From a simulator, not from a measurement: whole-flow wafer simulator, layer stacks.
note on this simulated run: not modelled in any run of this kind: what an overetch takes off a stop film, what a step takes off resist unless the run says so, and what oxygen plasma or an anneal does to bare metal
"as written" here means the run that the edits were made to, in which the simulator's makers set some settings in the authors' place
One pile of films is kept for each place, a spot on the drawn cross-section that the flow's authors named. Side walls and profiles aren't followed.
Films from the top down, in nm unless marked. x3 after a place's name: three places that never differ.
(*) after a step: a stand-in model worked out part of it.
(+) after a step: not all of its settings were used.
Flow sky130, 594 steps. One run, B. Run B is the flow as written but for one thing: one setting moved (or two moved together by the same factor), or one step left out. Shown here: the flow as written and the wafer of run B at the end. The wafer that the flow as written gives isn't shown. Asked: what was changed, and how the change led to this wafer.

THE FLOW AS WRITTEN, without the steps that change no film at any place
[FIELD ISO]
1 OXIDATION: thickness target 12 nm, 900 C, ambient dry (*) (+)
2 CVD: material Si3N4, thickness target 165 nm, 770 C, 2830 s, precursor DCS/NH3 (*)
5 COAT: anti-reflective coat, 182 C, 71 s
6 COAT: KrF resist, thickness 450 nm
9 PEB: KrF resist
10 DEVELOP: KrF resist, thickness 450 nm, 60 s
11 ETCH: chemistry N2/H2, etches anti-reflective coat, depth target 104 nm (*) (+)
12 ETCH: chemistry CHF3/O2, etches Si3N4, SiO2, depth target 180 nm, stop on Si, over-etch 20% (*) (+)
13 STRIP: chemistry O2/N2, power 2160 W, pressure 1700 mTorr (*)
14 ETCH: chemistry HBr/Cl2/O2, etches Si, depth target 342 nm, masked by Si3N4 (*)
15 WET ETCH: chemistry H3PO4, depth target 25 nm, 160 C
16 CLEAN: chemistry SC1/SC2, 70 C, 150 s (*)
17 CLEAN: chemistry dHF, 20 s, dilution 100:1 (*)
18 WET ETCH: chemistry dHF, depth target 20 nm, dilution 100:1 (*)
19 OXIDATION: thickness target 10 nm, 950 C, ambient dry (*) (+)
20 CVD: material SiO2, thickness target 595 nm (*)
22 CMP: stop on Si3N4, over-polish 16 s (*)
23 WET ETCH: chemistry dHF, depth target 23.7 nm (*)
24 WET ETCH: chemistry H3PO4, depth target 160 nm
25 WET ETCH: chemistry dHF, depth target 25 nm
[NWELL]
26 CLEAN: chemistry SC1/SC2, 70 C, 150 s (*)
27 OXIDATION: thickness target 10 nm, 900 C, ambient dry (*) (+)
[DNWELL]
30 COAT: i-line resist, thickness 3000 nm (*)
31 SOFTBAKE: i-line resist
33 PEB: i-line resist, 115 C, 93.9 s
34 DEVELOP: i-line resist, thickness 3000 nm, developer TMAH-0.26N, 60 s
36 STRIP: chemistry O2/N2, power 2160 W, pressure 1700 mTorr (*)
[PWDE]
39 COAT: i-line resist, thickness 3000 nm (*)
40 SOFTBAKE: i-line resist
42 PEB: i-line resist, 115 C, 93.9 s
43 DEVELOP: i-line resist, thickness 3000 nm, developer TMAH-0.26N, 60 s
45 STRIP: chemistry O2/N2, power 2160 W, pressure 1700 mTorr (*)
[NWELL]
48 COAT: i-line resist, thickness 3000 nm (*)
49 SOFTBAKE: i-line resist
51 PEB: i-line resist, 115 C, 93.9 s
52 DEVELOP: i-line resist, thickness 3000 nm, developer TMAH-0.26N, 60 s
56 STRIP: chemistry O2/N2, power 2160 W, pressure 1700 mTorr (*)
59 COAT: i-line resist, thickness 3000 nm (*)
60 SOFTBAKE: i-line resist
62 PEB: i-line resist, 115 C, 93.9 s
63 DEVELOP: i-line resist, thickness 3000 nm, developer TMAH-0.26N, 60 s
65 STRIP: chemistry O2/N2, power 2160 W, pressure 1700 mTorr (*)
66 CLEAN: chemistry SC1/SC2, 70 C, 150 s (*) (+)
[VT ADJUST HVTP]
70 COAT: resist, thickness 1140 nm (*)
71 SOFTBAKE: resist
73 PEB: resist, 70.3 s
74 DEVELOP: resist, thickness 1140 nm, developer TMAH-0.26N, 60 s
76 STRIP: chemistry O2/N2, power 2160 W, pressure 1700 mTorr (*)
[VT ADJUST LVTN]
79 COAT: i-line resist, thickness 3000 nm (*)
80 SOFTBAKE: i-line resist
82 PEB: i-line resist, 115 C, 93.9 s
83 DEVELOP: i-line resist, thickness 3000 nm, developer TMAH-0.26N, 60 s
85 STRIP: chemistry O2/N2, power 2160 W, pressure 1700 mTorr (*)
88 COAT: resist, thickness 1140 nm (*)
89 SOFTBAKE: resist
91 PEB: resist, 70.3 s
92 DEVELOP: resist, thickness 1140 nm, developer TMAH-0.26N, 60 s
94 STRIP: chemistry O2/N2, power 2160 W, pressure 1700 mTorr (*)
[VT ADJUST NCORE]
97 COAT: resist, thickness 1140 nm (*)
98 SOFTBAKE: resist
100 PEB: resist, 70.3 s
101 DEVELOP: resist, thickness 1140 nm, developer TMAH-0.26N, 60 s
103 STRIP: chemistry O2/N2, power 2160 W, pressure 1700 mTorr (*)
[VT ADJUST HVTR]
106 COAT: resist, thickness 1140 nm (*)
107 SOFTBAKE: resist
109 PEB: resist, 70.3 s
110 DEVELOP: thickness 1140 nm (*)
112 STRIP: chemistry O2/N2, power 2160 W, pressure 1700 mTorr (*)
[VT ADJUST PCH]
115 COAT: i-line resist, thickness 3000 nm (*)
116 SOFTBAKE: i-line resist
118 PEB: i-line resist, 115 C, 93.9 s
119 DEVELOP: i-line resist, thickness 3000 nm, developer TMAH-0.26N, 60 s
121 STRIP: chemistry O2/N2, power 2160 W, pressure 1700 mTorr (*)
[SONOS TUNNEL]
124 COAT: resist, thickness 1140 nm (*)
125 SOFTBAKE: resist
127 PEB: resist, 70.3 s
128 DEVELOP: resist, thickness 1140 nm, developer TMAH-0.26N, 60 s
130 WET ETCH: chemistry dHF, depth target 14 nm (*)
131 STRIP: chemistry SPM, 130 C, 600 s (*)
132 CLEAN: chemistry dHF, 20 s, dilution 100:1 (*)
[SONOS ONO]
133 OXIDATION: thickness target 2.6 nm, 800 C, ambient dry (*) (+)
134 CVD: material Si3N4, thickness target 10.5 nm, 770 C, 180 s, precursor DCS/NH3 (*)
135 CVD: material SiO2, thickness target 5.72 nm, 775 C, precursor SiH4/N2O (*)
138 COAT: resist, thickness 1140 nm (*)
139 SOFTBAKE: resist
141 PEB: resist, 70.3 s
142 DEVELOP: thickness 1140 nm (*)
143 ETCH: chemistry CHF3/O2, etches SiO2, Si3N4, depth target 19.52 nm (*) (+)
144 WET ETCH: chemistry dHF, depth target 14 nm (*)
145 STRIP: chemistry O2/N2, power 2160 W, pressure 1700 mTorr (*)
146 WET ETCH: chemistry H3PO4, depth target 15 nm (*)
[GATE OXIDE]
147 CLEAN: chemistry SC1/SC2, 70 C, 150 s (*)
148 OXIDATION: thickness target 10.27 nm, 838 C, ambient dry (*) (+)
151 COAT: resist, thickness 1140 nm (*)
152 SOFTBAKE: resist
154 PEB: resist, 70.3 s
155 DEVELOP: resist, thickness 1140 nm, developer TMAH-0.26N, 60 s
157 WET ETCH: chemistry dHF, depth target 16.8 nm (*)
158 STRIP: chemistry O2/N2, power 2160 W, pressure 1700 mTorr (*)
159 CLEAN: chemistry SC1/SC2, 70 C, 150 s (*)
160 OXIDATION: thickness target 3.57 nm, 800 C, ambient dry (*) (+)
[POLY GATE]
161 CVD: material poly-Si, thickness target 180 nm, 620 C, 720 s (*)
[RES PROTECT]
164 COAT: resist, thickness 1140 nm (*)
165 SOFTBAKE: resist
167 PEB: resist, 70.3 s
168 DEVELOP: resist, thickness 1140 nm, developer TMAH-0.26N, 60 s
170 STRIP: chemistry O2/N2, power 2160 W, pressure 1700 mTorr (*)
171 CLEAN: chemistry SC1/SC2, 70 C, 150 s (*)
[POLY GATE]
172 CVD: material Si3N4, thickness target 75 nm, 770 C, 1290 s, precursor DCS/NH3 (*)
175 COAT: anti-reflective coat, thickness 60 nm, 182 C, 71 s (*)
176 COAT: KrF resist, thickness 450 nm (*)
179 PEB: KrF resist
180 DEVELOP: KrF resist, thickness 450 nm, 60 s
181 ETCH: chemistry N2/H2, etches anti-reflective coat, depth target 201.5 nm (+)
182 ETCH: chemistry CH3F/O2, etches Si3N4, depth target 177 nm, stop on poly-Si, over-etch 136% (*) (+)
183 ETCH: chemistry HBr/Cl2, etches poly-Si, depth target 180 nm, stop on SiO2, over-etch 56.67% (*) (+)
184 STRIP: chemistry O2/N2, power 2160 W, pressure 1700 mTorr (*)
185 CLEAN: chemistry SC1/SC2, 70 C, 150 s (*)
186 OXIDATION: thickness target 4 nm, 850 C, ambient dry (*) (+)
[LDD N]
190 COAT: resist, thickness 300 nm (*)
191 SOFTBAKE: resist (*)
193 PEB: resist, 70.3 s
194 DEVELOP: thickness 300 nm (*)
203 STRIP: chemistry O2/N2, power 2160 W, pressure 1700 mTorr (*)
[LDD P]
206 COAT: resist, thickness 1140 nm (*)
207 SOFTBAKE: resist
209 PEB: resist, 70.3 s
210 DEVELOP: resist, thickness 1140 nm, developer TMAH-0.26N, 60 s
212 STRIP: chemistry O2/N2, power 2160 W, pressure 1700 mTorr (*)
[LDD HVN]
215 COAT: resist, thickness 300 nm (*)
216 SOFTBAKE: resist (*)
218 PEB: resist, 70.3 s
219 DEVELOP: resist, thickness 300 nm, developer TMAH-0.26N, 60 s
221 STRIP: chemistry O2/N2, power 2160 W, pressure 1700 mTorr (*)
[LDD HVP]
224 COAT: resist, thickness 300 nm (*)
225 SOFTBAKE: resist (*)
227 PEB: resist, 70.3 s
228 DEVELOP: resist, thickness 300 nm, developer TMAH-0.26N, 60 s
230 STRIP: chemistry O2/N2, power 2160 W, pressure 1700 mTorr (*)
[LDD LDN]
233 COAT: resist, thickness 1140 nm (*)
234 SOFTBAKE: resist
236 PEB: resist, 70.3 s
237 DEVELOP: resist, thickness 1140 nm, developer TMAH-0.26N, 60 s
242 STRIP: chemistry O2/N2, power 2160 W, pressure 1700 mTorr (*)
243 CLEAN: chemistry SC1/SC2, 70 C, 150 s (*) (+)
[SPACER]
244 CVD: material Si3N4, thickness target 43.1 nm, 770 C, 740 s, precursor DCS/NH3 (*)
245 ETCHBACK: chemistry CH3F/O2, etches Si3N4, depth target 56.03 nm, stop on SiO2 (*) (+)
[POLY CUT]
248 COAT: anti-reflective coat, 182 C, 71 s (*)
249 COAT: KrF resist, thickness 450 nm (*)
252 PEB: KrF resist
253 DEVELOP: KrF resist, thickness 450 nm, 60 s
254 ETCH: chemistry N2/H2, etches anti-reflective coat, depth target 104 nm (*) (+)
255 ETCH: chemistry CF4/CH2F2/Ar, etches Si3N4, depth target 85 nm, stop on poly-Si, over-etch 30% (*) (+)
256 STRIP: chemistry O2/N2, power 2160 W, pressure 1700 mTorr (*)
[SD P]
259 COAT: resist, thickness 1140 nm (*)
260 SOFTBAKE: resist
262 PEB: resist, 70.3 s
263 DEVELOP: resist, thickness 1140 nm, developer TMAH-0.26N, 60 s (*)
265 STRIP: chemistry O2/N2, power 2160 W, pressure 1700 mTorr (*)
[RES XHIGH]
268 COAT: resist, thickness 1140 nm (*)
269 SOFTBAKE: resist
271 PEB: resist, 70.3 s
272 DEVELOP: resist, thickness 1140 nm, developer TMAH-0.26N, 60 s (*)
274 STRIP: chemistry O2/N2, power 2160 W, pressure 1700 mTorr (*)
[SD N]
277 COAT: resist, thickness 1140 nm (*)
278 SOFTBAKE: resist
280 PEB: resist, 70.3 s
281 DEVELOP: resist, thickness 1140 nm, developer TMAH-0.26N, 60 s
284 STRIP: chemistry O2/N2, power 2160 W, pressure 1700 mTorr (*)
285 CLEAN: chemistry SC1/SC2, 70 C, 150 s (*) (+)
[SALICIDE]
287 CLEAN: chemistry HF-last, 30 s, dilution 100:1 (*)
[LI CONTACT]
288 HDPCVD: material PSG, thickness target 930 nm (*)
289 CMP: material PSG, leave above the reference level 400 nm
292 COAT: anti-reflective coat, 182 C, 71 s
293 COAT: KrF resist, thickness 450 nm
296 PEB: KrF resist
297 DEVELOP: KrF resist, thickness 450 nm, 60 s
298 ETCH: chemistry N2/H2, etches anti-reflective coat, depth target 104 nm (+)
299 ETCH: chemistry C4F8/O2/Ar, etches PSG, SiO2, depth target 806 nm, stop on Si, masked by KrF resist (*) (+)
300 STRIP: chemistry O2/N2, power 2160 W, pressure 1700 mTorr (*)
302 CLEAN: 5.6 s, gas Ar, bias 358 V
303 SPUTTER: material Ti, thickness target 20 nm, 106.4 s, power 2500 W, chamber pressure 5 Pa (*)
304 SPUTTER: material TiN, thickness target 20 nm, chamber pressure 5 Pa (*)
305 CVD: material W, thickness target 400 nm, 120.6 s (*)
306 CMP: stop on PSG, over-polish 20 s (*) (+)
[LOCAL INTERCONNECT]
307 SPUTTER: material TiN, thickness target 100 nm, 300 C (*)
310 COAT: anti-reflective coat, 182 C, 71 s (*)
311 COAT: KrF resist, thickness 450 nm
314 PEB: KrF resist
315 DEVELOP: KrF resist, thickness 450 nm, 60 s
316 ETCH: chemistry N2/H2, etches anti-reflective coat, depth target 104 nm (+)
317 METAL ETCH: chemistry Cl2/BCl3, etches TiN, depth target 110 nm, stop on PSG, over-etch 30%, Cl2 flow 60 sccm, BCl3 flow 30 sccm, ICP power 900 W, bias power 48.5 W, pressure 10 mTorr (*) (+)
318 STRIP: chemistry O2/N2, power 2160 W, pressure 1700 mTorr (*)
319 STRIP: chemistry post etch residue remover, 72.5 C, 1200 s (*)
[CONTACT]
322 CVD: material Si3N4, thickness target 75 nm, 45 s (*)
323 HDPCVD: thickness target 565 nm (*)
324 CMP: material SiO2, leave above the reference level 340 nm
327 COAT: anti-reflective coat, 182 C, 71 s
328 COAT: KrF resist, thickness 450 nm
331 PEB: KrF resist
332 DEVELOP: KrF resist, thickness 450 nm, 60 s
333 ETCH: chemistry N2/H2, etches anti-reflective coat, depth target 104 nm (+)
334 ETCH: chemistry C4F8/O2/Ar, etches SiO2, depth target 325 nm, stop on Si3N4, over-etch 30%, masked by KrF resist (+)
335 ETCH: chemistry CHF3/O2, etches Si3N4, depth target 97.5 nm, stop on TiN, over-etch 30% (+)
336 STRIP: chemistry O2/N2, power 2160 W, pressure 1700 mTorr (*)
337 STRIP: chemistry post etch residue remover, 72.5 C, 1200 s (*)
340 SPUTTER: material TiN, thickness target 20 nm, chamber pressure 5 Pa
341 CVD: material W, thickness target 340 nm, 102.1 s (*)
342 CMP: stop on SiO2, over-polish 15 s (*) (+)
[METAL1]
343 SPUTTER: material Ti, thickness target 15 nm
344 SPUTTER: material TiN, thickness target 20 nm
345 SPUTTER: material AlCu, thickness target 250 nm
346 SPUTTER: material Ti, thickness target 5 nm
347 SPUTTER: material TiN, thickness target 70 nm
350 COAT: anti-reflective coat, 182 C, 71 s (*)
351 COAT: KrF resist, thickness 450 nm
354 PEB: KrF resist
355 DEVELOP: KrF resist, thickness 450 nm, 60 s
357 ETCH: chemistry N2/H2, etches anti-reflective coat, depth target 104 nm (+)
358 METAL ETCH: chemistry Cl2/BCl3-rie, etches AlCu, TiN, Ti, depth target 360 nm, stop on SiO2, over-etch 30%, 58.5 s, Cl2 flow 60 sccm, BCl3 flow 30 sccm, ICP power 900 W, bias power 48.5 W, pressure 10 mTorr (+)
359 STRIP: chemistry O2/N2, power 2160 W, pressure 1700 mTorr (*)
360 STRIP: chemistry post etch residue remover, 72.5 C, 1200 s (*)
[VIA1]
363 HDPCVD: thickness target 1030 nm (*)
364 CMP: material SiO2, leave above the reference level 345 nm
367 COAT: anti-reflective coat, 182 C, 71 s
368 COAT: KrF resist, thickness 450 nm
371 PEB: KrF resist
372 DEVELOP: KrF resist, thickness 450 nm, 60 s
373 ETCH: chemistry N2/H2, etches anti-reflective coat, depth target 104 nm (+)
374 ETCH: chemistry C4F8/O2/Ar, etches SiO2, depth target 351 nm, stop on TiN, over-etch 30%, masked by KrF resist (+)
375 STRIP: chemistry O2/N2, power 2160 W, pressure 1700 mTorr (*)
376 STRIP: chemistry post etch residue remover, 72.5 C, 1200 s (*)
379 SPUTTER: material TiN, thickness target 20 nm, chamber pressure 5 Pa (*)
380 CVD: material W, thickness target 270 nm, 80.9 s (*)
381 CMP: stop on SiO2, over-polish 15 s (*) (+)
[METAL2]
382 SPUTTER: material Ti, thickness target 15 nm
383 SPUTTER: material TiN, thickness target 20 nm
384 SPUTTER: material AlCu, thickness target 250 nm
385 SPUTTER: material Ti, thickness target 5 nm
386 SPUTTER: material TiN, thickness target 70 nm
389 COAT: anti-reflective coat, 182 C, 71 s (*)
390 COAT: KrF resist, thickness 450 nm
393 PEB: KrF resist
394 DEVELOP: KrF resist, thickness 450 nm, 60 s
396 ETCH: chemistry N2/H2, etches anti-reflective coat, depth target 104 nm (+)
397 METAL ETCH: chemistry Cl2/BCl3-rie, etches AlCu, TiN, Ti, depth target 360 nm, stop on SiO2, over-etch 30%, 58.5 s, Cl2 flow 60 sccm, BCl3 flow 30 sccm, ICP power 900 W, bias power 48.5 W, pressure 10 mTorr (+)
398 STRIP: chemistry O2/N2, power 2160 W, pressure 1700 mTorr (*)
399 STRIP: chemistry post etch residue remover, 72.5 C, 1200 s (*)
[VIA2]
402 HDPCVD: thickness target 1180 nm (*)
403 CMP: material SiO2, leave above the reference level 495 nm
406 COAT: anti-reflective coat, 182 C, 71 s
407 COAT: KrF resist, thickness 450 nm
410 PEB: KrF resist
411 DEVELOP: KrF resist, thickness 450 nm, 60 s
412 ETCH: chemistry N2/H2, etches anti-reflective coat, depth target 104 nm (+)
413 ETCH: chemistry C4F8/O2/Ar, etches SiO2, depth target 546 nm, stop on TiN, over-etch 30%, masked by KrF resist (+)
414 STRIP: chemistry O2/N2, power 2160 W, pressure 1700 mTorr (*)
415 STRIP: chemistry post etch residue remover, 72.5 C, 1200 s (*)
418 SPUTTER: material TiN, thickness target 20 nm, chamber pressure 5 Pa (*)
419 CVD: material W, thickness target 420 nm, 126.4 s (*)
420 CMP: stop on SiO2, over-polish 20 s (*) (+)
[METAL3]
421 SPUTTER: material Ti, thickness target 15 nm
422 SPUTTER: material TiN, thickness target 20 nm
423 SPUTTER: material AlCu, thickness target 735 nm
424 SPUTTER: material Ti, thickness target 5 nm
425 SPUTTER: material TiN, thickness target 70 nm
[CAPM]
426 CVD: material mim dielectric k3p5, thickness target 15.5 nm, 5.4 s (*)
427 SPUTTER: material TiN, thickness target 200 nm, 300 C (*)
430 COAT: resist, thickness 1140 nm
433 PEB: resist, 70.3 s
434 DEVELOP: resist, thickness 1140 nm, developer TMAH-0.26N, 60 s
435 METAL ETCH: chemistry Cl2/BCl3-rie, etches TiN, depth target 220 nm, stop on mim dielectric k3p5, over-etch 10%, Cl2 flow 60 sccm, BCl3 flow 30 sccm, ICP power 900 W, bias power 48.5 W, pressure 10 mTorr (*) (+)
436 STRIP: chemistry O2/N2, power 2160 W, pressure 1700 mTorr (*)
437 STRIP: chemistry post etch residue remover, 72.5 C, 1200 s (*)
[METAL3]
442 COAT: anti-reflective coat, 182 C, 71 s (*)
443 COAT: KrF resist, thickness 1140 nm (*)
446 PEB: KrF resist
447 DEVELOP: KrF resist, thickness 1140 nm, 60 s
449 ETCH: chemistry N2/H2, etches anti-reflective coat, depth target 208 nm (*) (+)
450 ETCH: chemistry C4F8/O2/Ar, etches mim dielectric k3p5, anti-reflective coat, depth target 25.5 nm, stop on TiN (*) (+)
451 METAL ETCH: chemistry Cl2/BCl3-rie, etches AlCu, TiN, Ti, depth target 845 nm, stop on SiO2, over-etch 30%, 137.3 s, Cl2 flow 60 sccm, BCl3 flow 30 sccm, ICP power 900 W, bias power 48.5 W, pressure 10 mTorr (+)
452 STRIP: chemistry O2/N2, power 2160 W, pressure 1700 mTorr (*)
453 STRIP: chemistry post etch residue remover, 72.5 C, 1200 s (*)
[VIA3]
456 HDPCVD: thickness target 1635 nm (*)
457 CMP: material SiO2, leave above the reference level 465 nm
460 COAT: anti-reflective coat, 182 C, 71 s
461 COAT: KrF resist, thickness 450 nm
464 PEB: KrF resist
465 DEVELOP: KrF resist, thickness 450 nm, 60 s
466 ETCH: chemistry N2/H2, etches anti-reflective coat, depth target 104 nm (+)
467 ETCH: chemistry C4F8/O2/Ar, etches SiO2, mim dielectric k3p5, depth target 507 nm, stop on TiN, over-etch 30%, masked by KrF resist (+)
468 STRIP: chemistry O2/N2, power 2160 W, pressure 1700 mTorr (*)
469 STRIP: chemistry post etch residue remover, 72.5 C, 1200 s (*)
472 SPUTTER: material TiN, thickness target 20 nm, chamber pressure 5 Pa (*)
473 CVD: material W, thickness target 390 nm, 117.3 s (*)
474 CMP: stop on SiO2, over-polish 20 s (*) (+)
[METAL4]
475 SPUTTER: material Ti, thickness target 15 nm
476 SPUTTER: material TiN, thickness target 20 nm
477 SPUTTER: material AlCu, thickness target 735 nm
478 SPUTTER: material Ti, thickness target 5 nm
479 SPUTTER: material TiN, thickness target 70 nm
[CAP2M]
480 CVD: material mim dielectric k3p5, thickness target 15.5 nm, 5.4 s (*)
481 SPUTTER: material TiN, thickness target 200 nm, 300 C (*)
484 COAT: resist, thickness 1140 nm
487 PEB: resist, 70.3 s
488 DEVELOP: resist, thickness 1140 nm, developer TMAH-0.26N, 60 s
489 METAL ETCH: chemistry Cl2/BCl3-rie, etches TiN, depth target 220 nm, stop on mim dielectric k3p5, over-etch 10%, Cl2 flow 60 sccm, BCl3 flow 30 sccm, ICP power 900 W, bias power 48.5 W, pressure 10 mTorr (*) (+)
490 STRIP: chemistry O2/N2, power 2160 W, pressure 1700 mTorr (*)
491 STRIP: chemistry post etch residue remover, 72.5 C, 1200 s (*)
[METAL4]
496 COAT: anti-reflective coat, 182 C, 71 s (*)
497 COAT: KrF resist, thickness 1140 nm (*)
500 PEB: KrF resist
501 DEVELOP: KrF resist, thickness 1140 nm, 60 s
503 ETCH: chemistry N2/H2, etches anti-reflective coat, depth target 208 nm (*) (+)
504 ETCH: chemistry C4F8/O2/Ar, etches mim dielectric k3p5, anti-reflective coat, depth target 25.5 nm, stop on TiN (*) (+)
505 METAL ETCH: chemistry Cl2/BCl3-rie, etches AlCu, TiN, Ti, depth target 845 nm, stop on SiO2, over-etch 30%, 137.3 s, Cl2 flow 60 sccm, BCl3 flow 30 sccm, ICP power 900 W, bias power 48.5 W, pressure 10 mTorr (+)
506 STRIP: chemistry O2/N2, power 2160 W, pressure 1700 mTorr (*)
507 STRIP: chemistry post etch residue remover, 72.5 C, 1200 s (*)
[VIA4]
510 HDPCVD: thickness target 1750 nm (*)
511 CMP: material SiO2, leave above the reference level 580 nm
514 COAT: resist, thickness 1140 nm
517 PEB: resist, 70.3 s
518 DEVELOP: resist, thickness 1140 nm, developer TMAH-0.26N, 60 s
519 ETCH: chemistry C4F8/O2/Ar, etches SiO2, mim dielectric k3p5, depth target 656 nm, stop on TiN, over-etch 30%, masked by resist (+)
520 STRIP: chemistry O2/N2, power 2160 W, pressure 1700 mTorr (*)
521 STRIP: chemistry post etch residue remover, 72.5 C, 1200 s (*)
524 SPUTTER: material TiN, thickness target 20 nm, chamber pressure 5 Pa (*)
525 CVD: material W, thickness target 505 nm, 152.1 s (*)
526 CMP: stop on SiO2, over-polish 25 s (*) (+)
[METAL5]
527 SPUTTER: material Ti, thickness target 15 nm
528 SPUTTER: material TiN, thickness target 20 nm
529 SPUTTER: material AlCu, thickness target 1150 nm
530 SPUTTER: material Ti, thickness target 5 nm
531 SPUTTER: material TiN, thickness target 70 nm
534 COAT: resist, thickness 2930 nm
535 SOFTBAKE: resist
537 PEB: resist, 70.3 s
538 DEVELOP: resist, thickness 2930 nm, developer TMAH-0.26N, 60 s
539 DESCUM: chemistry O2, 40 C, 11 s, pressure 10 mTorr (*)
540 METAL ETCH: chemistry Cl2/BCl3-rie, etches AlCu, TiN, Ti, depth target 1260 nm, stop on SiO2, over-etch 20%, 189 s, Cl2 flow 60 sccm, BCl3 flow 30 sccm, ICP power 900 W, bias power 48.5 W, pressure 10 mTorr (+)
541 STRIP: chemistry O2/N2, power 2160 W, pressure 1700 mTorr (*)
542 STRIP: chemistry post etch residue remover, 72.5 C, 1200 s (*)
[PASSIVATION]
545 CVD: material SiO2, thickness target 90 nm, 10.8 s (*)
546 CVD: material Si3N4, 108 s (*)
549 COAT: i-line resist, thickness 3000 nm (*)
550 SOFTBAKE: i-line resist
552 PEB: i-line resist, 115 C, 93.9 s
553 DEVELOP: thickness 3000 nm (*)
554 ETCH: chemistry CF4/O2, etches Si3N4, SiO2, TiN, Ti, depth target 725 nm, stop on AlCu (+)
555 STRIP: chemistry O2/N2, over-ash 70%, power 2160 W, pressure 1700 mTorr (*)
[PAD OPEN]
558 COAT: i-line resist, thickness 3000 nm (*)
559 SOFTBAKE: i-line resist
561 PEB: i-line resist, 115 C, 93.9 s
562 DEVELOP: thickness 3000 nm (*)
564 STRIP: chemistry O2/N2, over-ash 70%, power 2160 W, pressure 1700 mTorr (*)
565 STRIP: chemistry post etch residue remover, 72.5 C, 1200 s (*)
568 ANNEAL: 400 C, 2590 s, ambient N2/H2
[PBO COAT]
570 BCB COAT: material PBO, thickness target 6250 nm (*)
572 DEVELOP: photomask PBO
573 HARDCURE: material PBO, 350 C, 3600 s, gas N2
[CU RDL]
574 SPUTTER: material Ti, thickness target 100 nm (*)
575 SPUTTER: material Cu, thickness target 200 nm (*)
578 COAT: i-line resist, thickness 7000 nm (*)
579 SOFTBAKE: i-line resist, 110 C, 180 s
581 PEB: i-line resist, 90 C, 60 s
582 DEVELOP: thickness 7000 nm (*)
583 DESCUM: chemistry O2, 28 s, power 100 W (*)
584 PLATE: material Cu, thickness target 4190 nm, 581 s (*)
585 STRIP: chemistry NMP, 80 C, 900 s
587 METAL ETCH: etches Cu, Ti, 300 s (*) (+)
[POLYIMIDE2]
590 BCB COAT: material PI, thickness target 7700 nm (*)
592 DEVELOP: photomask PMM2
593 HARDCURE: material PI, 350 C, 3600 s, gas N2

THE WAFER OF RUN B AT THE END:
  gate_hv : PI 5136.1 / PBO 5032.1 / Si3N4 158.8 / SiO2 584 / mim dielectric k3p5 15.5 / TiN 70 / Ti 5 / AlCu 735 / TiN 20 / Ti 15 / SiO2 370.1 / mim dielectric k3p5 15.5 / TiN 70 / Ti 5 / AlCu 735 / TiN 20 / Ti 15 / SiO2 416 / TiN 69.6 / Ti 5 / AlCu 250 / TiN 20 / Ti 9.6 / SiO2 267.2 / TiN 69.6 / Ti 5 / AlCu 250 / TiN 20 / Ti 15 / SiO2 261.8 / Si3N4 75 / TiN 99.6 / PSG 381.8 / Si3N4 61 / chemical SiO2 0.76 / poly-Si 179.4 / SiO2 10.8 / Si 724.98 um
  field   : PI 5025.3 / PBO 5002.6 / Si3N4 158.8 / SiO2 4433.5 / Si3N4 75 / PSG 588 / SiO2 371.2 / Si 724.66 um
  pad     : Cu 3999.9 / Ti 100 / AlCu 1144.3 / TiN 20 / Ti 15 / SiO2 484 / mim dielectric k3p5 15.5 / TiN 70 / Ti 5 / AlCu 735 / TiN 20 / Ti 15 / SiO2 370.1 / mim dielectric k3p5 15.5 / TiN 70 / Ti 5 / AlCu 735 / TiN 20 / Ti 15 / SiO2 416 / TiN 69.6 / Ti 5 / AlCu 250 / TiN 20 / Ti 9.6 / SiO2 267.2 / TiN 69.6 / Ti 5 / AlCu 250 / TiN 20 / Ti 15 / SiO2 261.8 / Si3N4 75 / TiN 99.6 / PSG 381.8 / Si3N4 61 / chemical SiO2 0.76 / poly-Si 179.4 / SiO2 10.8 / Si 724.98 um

The cause: step 382, SPUTTER: thickness target 9.6 nm was run, where the flow has thickness target 15 nm.
It can be read off the wafer: gate_hv has Ti 9.6, and step 382 as written asks for 15 nm.

How the change led to this, step by step:
  382 SPUTTER: material Ti, thickness target 15 nm
      field, active, n_well and 188 more: Ti +9.6 (new film) (as written it would be: Ti +15 (new film))
  397 METAL ETCH: chemistry Cl2/BCl3-rie, etches AlCu, TiN, Ti, depth target 360 nm, stop on SiO2, over-etch 30%, 58.5 s, Cl2 flow 60 sccm, BCl3 flow 30 sccm, ICP power 900 W, bias power 48.5 W, pressure 10 mTorr (+)
      field, active, gate and 82 more: TiN -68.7 (all of it), Ti -5 (all of it), AlCu -250 (all of it), TiN -20 (all of it), Ti -9.6 (all of it), SiO2 -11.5 (as written it would be: TiN -68.7 (all of it), Ti -5 (all of it), AlCu -250 (all of it), TiN -20 (all of it), Ti -15 (all of it), SiO2 -10.9)
